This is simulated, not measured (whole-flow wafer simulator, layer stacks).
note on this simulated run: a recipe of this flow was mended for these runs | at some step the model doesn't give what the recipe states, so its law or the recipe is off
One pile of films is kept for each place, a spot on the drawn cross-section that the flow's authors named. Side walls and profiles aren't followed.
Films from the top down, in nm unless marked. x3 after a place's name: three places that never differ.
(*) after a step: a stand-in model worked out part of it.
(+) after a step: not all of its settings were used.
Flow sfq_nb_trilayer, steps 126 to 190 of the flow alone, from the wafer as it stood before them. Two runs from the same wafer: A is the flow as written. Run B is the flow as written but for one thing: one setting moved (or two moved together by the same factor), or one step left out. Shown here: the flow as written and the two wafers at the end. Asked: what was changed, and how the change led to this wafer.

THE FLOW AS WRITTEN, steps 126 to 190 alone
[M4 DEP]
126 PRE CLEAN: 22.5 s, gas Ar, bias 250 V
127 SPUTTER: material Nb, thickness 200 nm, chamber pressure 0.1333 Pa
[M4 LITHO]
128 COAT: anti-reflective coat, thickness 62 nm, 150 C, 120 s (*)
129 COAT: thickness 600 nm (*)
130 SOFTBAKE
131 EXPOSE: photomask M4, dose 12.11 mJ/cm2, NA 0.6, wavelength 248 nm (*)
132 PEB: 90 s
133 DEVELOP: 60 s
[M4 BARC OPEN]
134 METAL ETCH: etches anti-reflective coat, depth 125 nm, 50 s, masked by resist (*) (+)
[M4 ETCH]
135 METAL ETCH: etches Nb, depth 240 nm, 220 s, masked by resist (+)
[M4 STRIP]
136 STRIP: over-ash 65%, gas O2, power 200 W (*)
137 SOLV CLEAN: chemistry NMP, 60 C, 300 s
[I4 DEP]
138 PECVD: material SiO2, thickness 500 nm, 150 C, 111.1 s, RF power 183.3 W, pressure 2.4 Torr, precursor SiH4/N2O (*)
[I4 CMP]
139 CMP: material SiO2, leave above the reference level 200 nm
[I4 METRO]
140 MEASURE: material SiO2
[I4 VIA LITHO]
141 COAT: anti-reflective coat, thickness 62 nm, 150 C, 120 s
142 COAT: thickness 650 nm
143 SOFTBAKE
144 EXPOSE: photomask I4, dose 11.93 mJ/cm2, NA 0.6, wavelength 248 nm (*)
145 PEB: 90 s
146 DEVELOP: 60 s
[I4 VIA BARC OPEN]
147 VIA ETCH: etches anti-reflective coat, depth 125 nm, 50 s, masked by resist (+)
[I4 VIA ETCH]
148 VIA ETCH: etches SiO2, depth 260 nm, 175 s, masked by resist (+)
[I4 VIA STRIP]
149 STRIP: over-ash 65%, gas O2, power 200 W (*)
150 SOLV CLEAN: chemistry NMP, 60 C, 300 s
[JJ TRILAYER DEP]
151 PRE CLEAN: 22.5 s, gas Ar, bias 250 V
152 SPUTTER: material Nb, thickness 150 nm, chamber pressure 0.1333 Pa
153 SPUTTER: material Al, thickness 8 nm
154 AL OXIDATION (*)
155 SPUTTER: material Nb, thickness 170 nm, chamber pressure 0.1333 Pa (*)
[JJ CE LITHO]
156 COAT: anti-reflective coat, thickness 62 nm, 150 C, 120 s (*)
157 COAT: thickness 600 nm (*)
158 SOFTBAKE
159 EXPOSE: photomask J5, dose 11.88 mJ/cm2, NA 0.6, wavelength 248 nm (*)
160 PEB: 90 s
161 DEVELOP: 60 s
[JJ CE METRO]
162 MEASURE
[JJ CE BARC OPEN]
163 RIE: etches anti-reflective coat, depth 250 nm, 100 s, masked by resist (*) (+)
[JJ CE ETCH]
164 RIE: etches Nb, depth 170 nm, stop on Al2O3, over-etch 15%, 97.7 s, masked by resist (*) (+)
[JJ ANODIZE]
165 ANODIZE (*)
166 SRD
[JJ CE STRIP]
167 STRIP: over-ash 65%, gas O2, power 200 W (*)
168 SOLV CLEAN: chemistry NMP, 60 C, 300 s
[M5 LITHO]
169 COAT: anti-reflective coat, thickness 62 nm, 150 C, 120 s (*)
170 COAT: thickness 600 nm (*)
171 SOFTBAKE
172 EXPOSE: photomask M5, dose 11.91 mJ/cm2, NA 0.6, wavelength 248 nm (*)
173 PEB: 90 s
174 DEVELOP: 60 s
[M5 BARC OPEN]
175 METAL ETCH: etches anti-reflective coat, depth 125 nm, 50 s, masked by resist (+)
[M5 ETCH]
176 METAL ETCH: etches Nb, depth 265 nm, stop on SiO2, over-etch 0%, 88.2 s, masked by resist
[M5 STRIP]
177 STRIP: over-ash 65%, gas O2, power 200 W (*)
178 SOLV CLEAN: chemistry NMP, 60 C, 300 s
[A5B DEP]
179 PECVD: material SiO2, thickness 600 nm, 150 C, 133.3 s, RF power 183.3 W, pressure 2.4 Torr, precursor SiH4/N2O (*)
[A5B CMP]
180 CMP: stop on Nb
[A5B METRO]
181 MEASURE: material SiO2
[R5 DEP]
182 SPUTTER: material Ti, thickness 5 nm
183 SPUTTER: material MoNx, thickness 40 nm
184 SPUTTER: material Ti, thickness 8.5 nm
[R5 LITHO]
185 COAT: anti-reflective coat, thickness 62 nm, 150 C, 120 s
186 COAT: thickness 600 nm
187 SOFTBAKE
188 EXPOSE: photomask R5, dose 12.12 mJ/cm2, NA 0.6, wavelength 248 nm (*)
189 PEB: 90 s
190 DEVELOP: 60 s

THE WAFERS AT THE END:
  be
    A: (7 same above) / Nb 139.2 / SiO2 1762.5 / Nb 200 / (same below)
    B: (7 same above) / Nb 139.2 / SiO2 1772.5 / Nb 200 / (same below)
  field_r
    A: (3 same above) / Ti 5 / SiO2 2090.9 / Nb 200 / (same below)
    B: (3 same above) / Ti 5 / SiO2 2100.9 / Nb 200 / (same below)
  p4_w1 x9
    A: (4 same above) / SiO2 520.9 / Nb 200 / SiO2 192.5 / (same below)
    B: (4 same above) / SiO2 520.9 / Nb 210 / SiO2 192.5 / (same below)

The cause: step 127, SPUTTER: thickness 210 nm was run, where the flow has thickness 200 nm.
It can be read off the wafer: p4_w1 x9 has Nb 210, and step 127 as written asks for 200 nm.

How the change led to this, step by step:
  127 SPUTTER: material Nb, thickness 200 nm, chamber pressure 0.1333 Pa
      field_l, v_sur, via_wl and 102 more: A Nb +200 (new film) | B Nb +210 (new film)
      via_v: A Nb +164.5 | B Nb +172.8
  135 METAL ETCH: etches Nb, depth 240 nm, 220 s, masked by resist (+)
      field_l, be, be_sur and 64 more: A Nb -200 (all of it), SiO2 -4 | B Nb -210 (all of it), SiO2 -3
  139 CMP: material SiO2, leave above the reference level 200 nm
      field_l, be, be_sur and 55 more: A SiO2 -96 | B SiO2 -87
      lsp_r, l0_sur, l0v: A SiO2 -87.7 | B SiO2 -78.4
